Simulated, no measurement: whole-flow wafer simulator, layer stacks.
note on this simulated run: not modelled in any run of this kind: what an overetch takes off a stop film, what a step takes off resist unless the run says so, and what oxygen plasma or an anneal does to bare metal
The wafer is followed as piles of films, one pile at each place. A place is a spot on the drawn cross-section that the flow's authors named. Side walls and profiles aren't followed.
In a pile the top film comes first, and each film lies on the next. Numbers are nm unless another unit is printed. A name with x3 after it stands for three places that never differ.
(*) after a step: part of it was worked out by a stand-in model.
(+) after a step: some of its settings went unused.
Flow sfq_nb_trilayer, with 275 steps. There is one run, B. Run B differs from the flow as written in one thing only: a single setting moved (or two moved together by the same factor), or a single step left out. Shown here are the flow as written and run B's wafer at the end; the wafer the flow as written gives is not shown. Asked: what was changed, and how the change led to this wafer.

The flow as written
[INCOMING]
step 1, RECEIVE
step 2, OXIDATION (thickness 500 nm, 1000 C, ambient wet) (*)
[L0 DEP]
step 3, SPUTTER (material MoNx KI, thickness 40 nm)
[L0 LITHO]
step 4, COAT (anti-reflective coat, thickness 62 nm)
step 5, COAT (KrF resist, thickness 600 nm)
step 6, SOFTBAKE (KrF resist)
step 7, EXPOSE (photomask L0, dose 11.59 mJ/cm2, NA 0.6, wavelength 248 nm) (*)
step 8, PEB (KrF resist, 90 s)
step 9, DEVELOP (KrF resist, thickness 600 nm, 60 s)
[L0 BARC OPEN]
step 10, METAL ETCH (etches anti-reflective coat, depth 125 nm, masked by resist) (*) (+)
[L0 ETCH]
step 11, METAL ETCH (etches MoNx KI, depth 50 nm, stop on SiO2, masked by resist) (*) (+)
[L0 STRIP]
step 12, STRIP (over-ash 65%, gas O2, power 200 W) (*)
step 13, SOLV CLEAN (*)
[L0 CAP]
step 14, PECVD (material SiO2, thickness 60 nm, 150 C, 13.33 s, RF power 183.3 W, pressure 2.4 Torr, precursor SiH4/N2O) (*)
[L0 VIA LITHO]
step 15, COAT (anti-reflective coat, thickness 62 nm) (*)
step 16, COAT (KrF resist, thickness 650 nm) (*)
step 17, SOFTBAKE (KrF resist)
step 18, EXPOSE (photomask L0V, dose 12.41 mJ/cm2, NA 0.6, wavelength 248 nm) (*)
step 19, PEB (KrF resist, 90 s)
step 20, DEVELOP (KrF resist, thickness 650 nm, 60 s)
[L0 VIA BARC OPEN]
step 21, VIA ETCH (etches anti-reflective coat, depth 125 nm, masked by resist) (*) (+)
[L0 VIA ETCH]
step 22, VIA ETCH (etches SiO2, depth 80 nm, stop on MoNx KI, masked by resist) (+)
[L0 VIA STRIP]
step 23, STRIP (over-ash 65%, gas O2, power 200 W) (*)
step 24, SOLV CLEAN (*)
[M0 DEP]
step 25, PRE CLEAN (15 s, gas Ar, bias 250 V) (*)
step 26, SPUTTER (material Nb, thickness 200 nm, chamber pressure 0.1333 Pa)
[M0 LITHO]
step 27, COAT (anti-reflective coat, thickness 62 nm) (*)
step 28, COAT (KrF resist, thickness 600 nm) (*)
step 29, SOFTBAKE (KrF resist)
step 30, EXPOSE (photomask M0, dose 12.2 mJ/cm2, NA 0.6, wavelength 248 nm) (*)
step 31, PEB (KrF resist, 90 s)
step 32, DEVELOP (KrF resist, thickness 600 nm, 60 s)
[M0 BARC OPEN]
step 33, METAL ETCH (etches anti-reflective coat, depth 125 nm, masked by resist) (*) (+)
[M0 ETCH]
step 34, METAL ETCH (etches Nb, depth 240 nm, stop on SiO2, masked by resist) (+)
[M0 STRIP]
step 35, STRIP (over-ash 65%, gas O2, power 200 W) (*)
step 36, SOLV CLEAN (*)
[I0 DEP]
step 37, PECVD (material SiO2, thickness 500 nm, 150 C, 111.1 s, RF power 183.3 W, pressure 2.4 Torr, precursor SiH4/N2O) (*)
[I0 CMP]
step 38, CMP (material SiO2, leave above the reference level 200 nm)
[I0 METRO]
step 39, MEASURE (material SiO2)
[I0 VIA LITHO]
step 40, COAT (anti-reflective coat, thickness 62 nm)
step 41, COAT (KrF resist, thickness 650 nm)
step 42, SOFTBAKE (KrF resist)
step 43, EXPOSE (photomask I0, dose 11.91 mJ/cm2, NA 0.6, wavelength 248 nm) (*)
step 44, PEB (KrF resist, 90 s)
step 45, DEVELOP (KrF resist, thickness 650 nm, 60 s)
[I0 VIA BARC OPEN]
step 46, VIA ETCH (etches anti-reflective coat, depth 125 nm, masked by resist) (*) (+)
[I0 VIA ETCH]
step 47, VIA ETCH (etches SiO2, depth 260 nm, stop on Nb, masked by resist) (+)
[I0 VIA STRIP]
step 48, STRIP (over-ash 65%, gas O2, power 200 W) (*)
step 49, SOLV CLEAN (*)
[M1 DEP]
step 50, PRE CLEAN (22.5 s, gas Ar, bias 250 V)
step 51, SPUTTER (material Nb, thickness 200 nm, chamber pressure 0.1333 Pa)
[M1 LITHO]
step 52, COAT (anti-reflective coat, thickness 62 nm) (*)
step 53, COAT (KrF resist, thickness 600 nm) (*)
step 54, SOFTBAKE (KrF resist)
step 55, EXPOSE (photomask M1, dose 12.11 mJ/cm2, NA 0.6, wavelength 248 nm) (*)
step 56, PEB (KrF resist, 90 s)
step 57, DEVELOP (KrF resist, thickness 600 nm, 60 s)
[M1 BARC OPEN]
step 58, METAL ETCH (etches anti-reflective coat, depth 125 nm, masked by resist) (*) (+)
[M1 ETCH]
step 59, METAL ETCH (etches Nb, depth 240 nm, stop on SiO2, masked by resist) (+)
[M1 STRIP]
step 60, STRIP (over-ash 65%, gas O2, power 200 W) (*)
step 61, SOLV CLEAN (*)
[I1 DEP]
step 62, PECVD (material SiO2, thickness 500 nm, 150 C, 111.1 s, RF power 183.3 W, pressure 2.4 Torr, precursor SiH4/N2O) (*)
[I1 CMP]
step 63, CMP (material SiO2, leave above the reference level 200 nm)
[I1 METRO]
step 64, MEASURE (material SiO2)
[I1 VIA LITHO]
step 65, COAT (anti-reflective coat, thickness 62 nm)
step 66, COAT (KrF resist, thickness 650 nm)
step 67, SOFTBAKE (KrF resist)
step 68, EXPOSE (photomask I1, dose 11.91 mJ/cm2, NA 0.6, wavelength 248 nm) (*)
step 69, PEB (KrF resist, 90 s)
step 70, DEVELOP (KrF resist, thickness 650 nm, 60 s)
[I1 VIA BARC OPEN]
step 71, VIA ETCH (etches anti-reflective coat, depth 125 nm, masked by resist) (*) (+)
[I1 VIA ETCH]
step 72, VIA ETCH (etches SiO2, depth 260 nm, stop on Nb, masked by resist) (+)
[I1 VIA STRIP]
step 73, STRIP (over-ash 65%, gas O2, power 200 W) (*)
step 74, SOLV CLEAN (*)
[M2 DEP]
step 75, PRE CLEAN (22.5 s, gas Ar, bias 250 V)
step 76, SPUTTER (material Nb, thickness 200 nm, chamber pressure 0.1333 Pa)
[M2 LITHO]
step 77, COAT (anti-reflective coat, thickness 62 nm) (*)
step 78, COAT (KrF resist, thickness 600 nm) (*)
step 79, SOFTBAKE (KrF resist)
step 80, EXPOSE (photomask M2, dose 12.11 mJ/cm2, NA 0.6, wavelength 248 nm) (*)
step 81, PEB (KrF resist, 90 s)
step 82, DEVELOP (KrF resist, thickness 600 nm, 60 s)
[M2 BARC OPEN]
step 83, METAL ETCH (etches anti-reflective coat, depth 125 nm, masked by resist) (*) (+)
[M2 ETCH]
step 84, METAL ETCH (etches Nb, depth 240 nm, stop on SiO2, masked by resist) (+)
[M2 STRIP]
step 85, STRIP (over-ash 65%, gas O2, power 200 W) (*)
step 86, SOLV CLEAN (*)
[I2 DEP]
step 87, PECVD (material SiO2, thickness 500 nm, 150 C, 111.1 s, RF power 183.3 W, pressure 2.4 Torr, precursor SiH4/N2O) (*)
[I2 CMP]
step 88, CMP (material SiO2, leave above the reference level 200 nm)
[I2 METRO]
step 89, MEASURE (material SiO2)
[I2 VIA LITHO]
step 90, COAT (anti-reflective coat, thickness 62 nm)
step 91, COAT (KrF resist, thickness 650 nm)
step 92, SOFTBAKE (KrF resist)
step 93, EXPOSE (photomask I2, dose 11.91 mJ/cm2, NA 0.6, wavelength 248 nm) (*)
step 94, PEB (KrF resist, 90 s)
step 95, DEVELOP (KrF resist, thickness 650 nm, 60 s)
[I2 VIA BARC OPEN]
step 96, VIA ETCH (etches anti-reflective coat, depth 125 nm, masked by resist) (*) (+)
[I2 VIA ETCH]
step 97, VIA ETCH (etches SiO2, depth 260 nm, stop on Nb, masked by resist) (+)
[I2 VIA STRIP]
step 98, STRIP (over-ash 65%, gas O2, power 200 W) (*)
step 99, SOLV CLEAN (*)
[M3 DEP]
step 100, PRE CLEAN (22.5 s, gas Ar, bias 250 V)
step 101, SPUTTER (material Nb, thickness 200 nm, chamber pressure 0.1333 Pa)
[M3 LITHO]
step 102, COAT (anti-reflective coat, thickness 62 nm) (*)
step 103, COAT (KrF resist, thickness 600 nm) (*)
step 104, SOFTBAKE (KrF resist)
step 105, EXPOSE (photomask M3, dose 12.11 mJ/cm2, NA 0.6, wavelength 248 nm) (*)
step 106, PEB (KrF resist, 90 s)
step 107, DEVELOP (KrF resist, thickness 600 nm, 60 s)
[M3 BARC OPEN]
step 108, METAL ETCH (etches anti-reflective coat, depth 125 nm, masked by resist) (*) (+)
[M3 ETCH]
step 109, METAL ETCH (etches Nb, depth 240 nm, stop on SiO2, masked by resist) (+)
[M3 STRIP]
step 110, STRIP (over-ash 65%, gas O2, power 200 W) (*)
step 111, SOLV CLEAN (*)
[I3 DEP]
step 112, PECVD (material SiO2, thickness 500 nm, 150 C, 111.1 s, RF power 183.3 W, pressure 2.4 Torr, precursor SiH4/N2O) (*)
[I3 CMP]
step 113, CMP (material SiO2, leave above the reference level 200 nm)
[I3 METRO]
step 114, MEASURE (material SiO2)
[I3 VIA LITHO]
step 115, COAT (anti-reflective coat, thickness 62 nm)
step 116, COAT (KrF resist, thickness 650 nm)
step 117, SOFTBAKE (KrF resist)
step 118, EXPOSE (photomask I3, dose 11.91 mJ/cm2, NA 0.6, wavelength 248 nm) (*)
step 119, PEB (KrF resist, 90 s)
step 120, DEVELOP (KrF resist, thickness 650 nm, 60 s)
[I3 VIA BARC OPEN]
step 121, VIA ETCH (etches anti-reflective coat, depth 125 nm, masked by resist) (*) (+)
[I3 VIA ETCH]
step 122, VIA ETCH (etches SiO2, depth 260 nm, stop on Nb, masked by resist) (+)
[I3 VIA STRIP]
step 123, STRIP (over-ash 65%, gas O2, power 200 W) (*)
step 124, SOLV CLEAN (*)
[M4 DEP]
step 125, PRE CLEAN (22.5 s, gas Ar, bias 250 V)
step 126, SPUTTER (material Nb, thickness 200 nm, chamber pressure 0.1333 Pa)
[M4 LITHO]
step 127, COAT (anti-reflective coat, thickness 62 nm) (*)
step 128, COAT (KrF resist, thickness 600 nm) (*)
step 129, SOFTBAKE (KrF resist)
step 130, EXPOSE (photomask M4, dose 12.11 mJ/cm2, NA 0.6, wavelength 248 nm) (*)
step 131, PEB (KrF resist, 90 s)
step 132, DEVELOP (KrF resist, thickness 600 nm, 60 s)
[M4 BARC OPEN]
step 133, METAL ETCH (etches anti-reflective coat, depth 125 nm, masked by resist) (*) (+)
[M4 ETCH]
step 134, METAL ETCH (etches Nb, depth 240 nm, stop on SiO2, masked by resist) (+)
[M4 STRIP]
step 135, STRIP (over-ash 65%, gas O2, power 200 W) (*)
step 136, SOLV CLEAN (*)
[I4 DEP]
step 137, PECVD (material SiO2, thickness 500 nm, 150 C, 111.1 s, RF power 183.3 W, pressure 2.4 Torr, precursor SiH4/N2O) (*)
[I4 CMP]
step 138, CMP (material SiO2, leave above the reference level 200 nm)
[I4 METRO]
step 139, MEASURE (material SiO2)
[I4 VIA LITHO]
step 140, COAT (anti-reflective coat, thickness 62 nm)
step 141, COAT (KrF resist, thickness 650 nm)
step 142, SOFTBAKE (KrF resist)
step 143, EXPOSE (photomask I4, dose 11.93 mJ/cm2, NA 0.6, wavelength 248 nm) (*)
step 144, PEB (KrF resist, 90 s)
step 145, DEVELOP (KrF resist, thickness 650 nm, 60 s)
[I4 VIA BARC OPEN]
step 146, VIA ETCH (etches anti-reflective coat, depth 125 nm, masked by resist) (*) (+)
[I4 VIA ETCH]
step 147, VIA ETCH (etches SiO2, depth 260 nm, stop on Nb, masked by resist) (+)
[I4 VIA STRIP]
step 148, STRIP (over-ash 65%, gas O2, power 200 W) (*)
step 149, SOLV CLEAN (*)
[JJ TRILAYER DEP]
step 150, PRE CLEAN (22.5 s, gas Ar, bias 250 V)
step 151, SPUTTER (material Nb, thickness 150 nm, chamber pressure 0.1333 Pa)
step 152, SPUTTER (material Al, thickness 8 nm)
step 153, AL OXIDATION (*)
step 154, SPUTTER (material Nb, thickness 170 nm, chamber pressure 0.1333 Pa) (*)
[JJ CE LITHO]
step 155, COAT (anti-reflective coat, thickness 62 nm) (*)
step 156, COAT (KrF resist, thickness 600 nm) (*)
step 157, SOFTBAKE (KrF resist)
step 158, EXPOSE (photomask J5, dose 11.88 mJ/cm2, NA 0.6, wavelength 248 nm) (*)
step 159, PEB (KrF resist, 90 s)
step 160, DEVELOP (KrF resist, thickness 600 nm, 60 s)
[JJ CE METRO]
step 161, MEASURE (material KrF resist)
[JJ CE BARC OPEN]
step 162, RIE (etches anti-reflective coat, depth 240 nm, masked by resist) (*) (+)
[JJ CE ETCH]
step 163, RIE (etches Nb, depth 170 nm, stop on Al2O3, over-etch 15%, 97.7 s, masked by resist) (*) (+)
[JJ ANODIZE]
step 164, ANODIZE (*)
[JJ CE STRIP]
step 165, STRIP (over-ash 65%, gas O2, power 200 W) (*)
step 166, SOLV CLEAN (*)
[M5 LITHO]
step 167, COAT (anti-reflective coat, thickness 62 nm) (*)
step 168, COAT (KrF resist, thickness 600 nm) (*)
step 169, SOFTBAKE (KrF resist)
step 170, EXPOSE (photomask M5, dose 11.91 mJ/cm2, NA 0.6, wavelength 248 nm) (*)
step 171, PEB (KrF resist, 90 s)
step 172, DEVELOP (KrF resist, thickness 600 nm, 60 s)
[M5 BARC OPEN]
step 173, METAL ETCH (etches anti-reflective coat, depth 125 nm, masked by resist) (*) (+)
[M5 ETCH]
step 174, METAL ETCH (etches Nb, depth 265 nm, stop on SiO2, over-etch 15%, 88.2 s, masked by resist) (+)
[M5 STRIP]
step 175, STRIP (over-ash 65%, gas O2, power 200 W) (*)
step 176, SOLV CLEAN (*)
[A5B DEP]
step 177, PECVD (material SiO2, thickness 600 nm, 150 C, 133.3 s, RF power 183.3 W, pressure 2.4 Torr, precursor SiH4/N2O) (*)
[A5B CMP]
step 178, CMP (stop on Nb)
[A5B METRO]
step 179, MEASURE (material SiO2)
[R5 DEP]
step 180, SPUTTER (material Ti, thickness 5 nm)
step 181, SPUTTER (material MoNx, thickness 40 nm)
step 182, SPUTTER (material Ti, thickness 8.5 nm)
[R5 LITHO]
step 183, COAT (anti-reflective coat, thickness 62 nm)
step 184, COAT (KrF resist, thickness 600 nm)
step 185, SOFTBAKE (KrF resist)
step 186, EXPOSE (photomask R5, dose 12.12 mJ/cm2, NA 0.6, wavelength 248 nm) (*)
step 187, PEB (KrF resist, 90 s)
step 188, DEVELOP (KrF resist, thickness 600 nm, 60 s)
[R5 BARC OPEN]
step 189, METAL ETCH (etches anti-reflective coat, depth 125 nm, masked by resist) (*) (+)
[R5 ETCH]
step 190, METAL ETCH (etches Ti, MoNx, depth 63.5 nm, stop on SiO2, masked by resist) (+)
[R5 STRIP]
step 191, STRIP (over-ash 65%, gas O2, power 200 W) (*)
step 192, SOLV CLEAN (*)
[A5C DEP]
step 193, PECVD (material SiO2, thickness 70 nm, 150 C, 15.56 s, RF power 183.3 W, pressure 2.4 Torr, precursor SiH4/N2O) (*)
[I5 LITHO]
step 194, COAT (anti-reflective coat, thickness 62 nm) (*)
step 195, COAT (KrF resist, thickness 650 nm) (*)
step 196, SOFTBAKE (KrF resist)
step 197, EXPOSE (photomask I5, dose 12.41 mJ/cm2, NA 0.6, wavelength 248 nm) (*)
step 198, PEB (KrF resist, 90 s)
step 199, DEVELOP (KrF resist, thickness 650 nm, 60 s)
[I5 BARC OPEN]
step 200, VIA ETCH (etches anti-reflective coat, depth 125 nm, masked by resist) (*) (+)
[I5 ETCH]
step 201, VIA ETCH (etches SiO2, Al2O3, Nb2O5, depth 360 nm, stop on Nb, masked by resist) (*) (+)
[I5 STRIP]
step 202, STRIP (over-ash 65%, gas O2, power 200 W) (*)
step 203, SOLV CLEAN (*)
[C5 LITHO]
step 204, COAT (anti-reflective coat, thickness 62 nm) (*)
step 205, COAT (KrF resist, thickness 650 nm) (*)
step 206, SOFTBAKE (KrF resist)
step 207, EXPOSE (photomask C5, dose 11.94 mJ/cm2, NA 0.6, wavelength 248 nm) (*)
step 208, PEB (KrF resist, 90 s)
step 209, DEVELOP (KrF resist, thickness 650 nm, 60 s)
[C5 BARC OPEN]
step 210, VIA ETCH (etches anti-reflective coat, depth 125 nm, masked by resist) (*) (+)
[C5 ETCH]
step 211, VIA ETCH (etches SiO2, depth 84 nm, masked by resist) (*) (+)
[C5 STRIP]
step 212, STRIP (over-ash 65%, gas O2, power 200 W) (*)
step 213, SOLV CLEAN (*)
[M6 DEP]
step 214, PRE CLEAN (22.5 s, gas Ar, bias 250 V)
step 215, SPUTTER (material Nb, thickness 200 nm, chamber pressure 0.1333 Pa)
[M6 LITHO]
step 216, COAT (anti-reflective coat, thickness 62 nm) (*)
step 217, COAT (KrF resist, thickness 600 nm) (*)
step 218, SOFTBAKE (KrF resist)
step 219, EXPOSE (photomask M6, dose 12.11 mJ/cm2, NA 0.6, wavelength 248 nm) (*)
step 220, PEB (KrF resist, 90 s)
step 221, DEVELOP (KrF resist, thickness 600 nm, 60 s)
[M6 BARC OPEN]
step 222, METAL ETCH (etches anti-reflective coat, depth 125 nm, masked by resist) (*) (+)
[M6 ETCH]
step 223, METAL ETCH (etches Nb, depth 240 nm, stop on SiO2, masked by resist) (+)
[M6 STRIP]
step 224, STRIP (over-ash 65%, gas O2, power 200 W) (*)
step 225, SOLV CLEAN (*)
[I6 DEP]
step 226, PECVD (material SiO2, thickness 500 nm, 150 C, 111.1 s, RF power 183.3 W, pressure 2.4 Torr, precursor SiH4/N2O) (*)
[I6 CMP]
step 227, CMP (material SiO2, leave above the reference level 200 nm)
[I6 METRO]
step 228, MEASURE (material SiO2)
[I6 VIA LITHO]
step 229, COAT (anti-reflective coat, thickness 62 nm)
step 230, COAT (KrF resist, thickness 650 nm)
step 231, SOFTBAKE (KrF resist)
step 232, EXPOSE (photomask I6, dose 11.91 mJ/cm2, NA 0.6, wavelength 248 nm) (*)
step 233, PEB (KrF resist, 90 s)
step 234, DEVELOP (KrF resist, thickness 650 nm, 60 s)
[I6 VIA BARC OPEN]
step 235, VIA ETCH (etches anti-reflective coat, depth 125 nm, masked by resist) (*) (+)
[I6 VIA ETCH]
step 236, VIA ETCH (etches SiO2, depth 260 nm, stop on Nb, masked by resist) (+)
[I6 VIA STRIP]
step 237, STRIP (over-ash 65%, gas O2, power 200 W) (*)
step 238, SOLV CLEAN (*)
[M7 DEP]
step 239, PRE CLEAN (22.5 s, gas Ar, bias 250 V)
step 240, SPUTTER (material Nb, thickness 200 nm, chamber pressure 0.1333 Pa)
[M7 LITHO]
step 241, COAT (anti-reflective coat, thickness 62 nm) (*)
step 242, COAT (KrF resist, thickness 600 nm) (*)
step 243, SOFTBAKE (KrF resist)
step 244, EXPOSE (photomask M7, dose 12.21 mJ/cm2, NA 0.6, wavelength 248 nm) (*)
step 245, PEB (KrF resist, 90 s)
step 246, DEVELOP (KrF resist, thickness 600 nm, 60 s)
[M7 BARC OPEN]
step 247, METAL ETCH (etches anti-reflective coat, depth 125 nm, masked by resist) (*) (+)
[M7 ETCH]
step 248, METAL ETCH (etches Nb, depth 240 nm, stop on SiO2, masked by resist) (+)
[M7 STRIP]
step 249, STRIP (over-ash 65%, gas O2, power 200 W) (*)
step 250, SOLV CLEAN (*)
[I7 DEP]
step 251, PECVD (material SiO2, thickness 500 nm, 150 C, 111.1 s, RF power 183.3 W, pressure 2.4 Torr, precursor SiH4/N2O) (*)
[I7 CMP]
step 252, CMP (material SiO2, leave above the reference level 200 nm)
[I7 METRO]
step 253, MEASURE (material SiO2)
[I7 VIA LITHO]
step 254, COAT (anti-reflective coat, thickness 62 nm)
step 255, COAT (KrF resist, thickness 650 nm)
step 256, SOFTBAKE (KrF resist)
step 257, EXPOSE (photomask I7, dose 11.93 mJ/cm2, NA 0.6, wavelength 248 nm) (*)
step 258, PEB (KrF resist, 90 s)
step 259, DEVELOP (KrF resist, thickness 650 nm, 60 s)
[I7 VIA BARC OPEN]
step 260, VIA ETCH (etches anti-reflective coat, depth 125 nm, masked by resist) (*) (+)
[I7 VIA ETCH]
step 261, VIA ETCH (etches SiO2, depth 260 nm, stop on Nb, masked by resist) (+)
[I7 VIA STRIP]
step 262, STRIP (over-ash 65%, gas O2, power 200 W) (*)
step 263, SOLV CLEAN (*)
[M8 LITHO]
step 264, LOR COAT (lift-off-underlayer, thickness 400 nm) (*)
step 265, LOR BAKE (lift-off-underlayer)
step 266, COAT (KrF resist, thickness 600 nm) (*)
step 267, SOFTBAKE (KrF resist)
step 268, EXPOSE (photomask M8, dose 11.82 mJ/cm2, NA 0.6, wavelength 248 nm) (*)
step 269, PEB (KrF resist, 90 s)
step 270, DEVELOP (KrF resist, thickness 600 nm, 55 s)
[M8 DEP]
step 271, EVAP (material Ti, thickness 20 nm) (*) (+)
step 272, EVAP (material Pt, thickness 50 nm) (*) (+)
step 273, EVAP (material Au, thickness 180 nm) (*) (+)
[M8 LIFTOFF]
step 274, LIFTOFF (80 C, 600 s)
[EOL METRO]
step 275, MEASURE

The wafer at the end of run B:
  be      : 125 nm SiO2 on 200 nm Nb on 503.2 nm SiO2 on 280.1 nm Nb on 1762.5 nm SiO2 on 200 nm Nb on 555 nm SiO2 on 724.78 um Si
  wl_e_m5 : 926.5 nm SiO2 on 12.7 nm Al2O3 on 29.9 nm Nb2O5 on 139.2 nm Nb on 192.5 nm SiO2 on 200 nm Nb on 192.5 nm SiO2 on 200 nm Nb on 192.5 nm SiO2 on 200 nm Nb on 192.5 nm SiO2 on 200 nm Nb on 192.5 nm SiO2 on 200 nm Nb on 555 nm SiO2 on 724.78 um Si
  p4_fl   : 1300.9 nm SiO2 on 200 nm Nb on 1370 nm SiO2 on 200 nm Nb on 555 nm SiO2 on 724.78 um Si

What caused this: step 252, CMP: leave above the reference level 125 nm was run, whereas the flow has leave above the reference level 200 nm.
The wafer itself shows it: be has SiO2 125, and step 252 as written asks for 200 nm.

The path from the change to this, step by step:
  step 252, CMP (material SiO2, leave above the reference level 200 nm)
      field_l, p4_fl, p4_fm and 56 more: SiO2 loses 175 (in the flow as written it would be: SiO2 loses 100)
      v_sur, via_wl, via_w and 37 more: SiO2 loses 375 (in the flow as written it would be: SiO2 loses 300)
      (as well as at 7 more places)
  step 261, VIA ETCH (etches SiO2, depth 260 nm, stop on Nb, masked by resist) (+)
      field_l, v_sur, via_sp and 100 more: KrF resist loses 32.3 (in the flow as written it would be: KrF resist loses 44.8)
      via_wl, via_w, via_wr: SiO2 loses 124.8 (all of it) (in the flow as written it would be: SiO2 loses 199.8 (all of it))
  step 262, STRIP (over-ash 65%, gas O2, power 200 W) (*)
      field_l, v_sur, via_sp and 100 more: KrF resist loses 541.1 (all of it), anti-reflective coat loses 62 (all of it) (in the flow as written it would be: KrF resist loses 528.6 (all of it), anti-reflective coat loses 62 (all of it))
  step 264, LOR COAT (lift-off-underlayer, thickness 400 nm) (*)
      via_wl, via_wr: lift-off-underlayer gains 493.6 (new film) (in the flow as written it would be: lift-off-underlayer gains 549.8 (new film))
      v_sur: lift-off-underlayer gains 380.9 (new film) (in the flow as written it would be: lift-off-underlayer gains 369.4 (new film))
      (as well as at 2 more places)
  step 266, COAT (KrF resist, thickness 600 nm) (*)
      via_w: KrF resist gains 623 (new film) (in the flow as written it would be: KrF resist gains 636.8 (new film))
  step 270, DEVELOP (KrF resist, thickness 600 nm, 55 s)
      v_sur: KrF resist loses 604.1 (all of it), lift-off-underlayer loses 380.9 (all of it) (in the flow as written it would be: KrF resist loses 607.3 (all of it), lift-off-underlayer loses 369.4 (all of it))
      via_wl: KrF resist loses 614.4 (all of it), lift-off-underlayer loses 493.6 (all of it) (in the flow as written it would be: KrF resist loses 623.9 (all of it), lift-off-underlayer loses 549.8 (all of it))
      (as well as at 3 more places)
